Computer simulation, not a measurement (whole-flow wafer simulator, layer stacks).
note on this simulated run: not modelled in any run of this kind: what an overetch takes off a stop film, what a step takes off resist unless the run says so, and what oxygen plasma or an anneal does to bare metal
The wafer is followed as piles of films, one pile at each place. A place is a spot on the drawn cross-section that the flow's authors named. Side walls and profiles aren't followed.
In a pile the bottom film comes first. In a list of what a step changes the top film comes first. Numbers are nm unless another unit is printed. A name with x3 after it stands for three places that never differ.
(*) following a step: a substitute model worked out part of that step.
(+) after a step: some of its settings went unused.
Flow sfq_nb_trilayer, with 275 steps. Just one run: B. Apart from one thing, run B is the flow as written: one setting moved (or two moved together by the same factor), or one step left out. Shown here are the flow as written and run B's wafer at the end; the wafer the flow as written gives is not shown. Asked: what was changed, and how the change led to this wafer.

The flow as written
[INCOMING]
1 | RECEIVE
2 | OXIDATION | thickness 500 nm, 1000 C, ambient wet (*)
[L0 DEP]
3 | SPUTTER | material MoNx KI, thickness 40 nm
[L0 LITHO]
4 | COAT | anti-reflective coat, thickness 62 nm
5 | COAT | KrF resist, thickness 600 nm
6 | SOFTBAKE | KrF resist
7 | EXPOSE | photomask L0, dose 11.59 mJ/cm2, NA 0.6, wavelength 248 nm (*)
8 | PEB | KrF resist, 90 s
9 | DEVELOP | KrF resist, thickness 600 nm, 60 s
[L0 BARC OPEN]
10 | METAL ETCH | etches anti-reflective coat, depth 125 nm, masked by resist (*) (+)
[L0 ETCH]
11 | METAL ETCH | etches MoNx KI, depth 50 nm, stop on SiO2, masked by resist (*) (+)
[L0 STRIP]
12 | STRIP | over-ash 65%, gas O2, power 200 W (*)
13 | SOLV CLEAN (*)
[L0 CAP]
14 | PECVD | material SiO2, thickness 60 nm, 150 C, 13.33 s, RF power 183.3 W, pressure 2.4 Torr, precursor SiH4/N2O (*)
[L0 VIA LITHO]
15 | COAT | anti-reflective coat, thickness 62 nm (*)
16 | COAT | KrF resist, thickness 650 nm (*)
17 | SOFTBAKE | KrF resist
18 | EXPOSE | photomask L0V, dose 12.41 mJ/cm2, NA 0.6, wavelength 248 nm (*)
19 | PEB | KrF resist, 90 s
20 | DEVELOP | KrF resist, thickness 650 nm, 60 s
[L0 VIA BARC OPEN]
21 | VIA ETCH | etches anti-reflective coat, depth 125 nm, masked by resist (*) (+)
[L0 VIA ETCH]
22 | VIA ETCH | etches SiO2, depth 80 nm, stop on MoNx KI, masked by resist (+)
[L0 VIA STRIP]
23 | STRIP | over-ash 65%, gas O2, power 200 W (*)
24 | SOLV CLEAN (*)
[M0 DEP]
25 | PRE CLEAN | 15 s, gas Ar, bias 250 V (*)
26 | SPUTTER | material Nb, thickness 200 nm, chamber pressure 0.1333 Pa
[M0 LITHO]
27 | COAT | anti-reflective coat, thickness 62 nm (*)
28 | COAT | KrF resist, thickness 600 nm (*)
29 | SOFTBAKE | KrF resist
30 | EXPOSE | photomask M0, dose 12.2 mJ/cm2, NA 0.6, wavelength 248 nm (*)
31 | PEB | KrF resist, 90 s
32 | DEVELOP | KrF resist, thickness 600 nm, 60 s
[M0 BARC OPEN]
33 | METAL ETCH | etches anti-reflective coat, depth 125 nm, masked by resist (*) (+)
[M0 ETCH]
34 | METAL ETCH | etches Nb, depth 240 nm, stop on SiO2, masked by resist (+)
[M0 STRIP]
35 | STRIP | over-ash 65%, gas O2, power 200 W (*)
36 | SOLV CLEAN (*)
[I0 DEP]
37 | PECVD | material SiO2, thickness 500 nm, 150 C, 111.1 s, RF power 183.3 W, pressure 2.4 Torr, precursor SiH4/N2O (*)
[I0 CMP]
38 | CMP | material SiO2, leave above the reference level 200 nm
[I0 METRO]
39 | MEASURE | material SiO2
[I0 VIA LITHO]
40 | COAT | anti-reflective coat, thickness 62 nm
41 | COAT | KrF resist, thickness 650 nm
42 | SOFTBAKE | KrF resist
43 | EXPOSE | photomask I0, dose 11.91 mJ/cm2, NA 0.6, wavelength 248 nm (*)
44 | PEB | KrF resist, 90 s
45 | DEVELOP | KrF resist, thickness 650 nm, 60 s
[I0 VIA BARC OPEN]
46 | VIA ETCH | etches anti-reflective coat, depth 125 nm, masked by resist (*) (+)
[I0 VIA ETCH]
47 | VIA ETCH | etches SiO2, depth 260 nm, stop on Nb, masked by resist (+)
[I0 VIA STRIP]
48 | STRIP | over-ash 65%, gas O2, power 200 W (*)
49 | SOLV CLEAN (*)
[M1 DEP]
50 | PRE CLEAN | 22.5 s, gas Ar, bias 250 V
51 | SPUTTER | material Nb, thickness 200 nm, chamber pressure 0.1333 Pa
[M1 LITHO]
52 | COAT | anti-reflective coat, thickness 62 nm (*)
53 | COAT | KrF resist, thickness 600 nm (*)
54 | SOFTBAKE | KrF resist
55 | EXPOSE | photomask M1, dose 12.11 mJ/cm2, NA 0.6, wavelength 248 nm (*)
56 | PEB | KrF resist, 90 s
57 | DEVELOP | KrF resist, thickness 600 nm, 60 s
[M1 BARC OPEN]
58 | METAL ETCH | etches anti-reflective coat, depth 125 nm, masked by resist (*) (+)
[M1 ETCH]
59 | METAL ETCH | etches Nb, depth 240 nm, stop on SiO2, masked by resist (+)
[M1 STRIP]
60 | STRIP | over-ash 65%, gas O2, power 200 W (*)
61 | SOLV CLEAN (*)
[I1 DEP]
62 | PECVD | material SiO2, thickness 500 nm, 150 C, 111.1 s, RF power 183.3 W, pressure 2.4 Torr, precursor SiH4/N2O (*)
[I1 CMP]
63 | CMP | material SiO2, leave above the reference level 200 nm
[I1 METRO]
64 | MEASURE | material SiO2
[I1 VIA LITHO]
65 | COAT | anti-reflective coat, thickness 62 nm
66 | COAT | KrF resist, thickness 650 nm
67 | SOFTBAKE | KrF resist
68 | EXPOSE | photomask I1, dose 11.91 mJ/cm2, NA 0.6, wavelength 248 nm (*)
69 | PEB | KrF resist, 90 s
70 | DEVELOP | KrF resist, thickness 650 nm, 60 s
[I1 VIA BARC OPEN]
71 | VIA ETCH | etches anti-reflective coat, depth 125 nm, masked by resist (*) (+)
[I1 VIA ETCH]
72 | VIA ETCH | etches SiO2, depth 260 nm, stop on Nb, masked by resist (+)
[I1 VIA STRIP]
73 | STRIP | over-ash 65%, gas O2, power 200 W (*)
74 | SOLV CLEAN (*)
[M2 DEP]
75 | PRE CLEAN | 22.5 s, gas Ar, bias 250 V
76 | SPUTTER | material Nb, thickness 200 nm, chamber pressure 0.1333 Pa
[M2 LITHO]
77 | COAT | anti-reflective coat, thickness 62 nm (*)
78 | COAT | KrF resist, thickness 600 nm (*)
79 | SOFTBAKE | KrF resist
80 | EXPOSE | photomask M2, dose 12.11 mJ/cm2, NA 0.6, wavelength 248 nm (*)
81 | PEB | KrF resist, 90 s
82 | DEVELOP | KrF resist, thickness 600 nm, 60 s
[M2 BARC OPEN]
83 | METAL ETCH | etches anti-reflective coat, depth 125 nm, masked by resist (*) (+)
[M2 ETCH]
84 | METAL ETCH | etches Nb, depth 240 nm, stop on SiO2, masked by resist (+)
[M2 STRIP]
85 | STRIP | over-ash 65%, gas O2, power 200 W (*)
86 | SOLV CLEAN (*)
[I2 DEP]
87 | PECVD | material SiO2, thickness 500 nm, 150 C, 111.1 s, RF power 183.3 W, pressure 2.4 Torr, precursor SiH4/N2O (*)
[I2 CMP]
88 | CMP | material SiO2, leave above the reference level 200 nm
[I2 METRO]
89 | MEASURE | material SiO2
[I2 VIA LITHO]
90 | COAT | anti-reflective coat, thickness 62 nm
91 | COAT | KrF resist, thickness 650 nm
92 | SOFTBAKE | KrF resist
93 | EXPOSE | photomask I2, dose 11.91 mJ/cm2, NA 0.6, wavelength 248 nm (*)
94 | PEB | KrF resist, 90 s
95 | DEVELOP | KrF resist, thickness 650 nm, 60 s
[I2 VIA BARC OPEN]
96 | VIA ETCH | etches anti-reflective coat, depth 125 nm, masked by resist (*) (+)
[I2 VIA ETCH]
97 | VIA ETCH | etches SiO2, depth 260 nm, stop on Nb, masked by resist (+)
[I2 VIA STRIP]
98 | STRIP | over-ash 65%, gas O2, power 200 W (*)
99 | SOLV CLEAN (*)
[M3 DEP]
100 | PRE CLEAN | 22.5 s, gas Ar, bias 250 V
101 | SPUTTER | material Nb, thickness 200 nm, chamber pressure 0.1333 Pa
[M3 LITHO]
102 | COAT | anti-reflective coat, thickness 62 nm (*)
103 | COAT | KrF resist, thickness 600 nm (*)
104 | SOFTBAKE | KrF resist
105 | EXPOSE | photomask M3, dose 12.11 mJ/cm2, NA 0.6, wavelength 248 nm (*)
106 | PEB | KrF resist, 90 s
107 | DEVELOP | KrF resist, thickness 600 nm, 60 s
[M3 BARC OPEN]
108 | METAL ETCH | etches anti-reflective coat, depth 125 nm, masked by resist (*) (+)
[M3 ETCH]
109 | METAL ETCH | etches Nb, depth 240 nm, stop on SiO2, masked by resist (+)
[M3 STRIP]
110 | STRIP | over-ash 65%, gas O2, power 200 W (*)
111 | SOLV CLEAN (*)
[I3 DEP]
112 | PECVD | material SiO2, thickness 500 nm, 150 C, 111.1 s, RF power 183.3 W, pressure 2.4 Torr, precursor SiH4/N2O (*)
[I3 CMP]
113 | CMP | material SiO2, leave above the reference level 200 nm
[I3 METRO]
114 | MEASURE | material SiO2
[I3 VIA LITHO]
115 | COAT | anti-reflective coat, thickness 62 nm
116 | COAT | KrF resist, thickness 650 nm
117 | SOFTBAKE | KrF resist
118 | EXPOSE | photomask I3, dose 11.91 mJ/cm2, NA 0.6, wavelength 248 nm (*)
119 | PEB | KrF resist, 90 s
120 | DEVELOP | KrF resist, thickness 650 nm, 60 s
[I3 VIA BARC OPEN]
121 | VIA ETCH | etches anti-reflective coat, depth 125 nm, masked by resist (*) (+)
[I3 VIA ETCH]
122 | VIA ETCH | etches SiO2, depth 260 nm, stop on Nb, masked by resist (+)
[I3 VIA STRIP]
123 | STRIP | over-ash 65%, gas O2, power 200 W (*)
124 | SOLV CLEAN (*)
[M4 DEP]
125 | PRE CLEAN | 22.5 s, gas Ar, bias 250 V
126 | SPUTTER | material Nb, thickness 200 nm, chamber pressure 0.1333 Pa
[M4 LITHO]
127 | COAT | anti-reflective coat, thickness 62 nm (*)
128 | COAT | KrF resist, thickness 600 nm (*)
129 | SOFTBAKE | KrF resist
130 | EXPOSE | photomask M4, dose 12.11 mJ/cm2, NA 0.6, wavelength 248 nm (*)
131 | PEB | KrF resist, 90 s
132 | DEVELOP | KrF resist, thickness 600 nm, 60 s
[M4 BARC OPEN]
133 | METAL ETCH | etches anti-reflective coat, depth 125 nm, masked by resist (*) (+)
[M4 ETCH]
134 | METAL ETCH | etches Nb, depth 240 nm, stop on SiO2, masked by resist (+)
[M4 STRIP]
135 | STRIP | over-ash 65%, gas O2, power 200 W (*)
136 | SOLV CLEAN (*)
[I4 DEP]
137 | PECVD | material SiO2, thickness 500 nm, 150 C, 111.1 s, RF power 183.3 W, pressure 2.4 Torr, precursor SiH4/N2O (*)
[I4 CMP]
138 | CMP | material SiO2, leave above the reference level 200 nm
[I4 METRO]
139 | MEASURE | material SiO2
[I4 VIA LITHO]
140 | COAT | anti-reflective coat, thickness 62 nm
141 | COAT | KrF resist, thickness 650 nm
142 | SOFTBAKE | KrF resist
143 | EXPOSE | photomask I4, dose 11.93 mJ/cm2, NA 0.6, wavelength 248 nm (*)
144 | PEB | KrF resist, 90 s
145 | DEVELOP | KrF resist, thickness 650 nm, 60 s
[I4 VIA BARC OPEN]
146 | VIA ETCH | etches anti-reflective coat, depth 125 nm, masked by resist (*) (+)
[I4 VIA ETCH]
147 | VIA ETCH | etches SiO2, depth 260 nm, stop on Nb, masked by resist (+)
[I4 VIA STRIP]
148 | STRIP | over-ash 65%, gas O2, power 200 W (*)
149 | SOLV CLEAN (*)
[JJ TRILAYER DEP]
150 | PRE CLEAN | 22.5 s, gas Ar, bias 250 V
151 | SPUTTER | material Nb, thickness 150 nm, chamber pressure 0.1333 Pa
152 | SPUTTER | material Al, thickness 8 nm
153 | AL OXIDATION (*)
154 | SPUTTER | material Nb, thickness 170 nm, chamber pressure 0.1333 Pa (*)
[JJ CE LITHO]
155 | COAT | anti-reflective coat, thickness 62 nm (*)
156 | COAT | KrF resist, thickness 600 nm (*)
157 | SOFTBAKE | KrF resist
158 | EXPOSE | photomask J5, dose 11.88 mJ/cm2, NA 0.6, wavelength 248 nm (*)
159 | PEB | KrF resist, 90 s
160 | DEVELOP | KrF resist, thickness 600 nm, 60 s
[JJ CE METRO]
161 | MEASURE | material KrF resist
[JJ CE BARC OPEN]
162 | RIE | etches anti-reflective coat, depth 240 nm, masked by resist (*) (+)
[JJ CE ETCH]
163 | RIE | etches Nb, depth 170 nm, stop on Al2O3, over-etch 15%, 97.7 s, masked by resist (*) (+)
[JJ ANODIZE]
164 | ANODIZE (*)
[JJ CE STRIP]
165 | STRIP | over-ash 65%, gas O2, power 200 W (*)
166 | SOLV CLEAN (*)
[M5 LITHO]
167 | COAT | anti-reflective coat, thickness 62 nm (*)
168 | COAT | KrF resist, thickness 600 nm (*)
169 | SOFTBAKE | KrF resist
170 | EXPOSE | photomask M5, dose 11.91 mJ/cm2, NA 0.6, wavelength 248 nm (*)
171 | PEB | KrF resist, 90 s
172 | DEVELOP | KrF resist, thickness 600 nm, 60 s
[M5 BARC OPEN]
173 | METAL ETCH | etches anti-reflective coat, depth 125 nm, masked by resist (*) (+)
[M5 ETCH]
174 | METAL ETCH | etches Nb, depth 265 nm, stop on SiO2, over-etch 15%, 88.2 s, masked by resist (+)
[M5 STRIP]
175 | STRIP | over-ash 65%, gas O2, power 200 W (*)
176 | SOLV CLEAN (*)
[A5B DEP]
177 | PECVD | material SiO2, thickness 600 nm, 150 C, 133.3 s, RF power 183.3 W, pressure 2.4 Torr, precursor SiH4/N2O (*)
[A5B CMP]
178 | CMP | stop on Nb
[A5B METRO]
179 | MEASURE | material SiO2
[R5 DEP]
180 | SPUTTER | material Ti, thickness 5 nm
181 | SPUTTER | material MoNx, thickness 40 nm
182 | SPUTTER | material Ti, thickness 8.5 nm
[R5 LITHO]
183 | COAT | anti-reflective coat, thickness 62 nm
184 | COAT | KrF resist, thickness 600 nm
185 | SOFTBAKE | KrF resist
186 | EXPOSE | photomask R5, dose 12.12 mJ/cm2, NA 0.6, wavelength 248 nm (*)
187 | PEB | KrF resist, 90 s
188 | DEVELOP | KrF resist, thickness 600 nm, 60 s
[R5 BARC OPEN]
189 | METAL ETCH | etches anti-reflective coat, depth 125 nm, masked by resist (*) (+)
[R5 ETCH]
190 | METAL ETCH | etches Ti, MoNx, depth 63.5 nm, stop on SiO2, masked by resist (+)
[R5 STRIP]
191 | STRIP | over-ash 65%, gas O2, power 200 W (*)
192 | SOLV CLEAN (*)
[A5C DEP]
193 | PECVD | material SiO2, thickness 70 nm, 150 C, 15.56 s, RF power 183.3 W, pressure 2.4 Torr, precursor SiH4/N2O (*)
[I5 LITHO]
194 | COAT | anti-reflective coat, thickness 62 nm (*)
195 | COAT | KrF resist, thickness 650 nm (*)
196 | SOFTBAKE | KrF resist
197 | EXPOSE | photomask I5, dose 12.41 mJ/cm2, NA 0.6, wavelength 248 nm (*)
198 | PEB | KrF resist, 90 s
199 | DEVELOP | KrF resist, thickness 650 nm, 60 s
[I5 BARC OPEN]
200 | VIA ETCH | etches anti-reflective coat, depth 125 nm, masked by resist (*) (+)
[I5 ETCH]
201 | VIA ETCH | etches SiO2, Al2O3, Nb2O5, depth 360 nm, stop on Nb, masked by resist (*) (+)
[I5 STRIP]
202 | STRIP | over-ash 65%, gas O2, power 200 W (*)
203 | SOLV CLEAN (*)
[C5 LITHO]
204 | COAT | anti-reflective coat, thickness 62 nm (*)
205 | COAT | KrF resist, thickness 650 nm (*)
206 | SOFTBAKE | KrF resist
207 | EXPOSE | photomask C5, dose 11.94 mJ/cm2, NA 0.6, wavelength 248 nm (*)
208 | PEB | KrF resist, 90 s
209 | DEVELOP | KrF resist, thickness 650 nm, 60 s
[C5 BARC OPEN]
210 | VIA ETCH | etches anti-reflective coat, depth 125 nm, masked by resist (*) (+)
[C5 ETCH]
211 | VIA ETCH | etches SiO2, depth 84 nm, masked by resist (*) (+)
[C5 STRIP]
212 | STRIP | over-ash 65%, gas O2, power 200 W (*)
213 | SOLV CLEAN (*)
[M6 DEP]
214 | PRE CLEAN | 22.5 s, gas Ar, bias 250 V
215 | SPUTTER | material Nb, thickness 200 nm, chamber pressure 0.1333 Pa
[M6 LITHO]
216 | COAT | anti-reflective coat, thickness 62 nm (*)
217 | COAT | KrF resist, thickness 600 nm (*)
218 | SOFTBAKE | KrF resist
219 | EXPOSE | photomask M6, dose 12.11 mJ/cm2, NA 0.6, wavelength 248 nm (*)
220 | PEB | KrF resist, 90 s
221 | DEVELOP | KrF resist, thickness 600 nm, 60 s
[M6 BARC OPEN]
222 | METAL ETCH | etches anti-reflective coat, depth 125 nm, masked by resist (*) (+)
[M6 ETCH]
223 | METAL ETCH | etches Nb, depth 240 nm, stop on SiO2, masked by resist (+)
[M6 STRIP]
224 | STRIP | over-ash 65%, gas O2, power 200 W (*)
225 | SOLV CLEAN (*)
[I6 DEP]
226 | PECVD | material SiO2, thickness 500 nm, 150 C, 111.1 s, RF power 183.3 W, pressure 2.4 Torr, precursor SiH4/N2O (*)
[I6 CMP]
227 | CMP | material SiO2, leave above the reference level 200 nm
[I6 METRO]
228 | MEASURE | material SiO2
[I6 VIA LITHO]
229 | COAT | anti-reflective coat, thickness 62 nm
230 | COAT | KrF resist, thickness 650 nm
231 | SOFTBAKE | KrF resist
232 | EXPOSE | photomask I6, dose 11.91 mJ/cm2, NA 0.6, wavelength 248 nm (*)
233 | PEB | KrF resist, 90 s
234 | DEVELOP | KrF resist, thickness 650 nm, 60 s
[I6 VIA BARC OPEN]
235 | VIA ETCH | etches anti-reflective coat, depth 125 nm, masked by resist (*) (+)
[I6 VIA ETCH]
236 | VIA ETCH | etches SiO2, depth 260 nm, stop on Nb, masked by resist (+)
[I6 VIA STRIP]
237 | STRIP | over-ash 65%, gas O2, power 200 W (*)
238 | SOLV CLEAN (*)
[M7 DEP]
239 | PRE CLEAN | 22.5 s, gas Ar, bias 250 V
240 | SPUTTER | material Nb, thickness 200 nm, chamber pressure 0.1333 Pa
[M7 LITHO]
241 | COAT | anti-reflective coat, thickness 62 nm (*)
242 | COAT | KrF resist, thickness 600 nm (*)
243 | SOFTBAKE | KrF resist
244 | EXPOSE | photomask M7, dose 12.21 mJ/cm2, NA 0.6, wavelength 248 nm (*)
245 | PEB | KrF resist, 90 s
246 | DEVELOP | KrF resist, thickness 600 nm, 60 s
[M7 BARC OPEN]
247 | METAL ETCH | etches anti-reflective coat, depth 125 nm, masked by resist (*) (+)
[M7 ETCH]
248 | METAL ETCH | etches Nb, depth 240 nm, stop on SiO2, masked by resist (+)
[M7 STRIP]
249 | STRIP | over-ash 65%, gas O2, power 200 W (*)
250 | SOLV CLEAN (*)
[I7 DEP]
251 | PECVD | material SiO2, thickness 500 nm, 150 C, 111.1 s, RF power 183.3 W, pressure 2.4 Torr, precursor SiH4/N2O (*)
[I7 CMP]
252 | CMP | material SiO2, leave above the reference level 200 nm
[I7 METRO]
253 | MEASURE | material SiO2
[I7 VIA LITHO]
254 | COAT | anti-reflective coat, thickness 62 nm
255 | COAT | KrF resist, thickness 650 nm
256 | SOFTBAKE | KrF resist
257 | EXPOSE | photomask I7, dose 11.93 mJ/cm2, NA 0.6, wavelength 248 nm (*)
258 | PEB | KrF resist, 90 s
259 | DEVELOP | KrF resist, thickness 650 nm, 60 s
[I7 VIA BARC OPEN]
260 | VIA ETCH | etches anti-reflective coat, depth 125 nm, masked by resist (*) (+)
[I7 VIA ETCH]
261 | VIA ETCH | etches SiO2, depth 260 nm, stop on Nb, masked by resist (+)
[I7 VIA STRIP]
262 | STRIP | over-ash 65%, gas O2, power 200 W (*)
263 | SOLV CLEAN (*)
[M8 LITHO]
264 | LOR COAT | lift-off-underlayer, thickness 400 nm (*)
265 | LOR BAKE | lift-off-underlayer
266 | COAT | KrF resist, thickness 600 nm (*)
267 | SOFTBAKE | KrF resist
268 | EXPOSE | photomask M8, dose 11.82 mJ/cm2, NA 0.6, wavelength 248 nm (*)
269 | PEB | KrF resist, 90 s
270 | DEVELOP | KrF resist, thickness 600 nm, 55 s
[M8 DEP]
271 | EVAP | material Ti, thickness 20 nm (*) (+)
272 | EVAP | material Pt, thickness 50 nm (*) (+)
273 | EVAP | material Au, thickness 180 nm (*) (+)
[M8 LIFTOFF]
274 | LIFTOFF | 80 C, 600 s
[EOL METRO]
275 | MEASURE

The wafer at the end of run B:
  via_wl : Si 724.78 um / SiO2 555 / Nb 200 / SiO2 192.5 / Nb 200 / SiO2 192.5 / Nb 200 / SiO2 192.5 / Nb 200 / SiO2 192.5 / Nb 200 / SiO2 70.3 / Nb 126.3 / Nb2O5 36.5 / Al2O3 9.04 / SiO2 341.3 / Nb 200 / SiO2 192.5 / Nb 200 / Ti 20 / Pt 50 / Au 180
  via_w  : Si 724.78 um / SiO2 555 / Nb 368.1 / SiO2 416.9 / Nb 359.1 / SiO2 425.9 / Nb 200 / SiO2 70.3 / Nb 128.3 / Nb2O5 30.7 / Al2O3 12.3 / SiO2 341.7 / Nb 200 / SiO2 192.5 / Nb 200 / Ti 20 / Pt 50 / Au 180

What caused this: step 147, VIA ETCH: depth 122 nm was run, though the flow has depth 260 nm.

Step by step, how the change led to this:
  147 | VIA ETCH | etches SiO2, depth 260 nm, stop on Nb, masked by resist (+)
      via_wl, via_w, via_wr: SiO2 loses 122 (it would be, as written: SiO2 loses 199.8 (all of it))
      field_l, v_sur, via_sp and 100 more: KrF resist loses 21 (it would be, as written: KrF resist loses 44.8)
  148 | STRIP | over-ash 65%, gas O2, power 200 W (*)
      field_l, v_sur, via_sp and 100 more: KrF resist loses 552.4 (all of it), anti-reflective coat loses 62 (all of it) (it would be, as written: KrF resist loses 528.6 (all of it), anti-reflective coat loses 62 (all of it))
  150 | PRE CLEAN | 22.5 s, gas Ar, bias 250 V
      via_wl, via_w, via_wr: SiO2 loses 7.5 (it would be, as written: Nb loses 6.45)
  151 | SPUTTER | material Nb, thickness 150 nm, chamber pressure 0.1333 Pa
      via_wl, via_w, via_wr: Nb gains 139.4 (new film) (it would be, as written: Nb gains 130.4)
  152 | SPUTTER | material Al, thickness 8 nm
      via_wl, via_wr: Al gains 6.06 (new film) (it would be, as written: Al gains 5.14 (new film))
      via_w: Al gains 7.8 (new film) (it would be, as written: Al gains 7.12 (new film))
  154 | SPUTTER | material Nb, thickness 170 nm, chamber pressure 0.1333 Pa (*)
      via_wl, via_wr: Nb gains 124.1 (new film) (it would be, as written: Nb gains 140.7 (new film))
      via_w: Nb gains 166.1 (new film) (it would be, as written: Nb gains 141 (new film))
  155 | COAT | anti-reflective coat, thickness 62 nm (*)
      via_wl, via_wr: anti-reflective coat gains 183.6 (new film) (it would be, as written: anti-reflective coat gains 209.4 (new film))
      v_sur: anti-reflective coat gains 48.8 (new film) (it would be, as written: anti-reflective coat gains 45.1 (new film))
      (also at 2 further places)
  156 | COAT | KrF resist, thickness 600 nm (*)
      via_wl: KrF resist gains 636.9 (new film) (it would be, as written: KrF resist gains 663 (new film))
      via_w: KrF resist gains 681.5 (new film) (it would be, as written: KrF resist gains 763.8 (new film))
      (also at 1 further place)
  160 | DEVELOP | KrF resist, thickness 600 nm, 60 s
      via_wl: KrF resist loses 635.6 (all of it) (it would be, as written: KrF resist loses 661.6 (all of it))
      via_w: KrF resist loses 680 (all of it) (it would be, as written: KrF resist loses 762.1 (all of it))
      (also at 1 further place)
  162 | RIE | etches anti-reflective coat, depth 240 nm, masked by resist (*) (+)
      ce_l, c5j, ce_r, wl_jj: KrF resist loses 183.6 (it would be, as written: KrF resist loses 209.4)
      via_wl, via_wr: anti-reflective coat loses 183.6 (all of it) (it would be, as written: anti-reflective coat loses 209.4 (all of it))
      (also at 3 further places)
  163 | RIE | etches Nb, depth 170 nm, stop on Al2O3, over-etch 15%, 97.7 s, masked by resist (*) (+)
      via_w: Nb loses 166.1 (all of it), Al2O3 loses 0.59 (it would be, as written: Nb loses 141 (all of it), Al2O3 loses 0.96 (all of it))
      via_wl, via_wr: Nb loses 124.1 (all of it), Al2O3 loses 0.96 (all of it) (it would be, as written: Nb loses 140.7 (all of it), Al2O3 loses 0.96 (all of it))
  164 | ANODIZE (*)
      via_w: Al2O3 gains 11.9, Nb2O5 gains 30.7 (new film), Al loses 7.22 (all of it), Nb loses 11 (it would be, as written: Al2O3 gains 10.8 (new film), Nb2O5 gains 33.3 (new film), Al loses 6.54 (all of it), Nb loses 12)
      via_wl, via_wr: Al2O3 gains 9.04 (new film), Nb2O5 gains 36.5 (new film), Al loses 5.48 (all of it), Nb loses 13.1 (it would be, as written: Al2O3 gains 7.52 (new film), Nb2O5 gains 39.2 (new film), Al loses 4.56 (all of it), Nb loses 14.1)
  165 | STRIP | over-ash 65%, gas O2, power 200 W (*)
      c5j, ce_r: KrF resist loses 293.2 (all of it), anti-reflective coat loses 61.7 (all of it) (it would be, as written: KrF resist loses 266.9 (all of it), anti-reflective coat loses 61.5 (all of it))
      ce_l: KrF resist loses 293.1 (all of it), anti-reflective coat loses 61.7 (all of it) (it would be, as written: KrF resist loses 266.8 (all of it), anti-reflective coat loses 61.4 (all of it))
      (also at 1 further place)
  167 | COAT | anti-reflective coat, thickness 62 nm (*)
      via_wl: anti-reflective coat gains 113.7 (new film) (it would be, as written: anti-reflective coat gains 170.5 (new film))
      via_w: anti-reflective coat gains 74.5 (new film) (it would be, as written: anti-reflective coat gains 84.1 (new film))
      (also at 2 further places)
  168 | COAT | KrF resist, thickness 600 nm (*)
      v_sur: KrF resist gains 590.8 (new film) (it would be, as written: KrF resist gains 577.9 (new film))
      via_w: KrF resist gains 679.7 (new film) (it would be, as written: KrF resist gains 732.6 (new film))
  175 | STRIP | over-ash 65%, gas O2, power 200 W (*)
      v_sur: KrF resist loses 362 (all of it), anti-reflective coat loses 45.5 (all of it) (it would be, as written: KrF resist loses 349.2 (all of it), anti-reflective coat loses 44.9 (all of it))
      via_wl: KrF resist loses 417.1 (all of it), anti-reflective coat loses 113.7 (all of it) (it would be, as written: KrF resist loses 427 (all of it), anti-reflective coat loses 170.5 (all of it))
      (also at 3 further places)
  178 | CMP | stop on Nb
      via_wl, via_wr: SiO2 loses 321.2 (it would be, as written: SiO2 loses 235.7)
      via_w: SiO2 loses 320.8 (it would be, as written: SiO2 loses 235.2)
If metal films that touch count as one body, via_wl has 8 bodies (between them, from the top down: SiO2 192.5; SiO2 341.3 / Al2O3 9.04 / Nb2O5 36.5; SiO2 70.3; SiO2 192.5; SiO2 192.5; SiO2 192.5; SiO2 192.5); the flow as written gives 7 bodies (between them, from the top down: SiO2 192.5; SiO2 426.8 / Al2O3 7.52 / Nb2O5 39.2; SiO2 192.5; SiO2 192.5; SiO2 192.5; SiO2 192.5).
If metal films that touch count as one body, via_w has 6 bodies (between them, from the top down: SiO2 192.5; SiO2 341.7 / Al2O3 12.3 / Nb2O5 30.7; SiO2 70.3; SiO2 425.9; SiO2 416.9); the flow as written gives 5 bodies (between them, from the top down: SiO2 192.5; SiO2 427.3 / Al2O3 10.8 / Nb2O5 33.3; SiO2 425.9; SiO2 416.9).
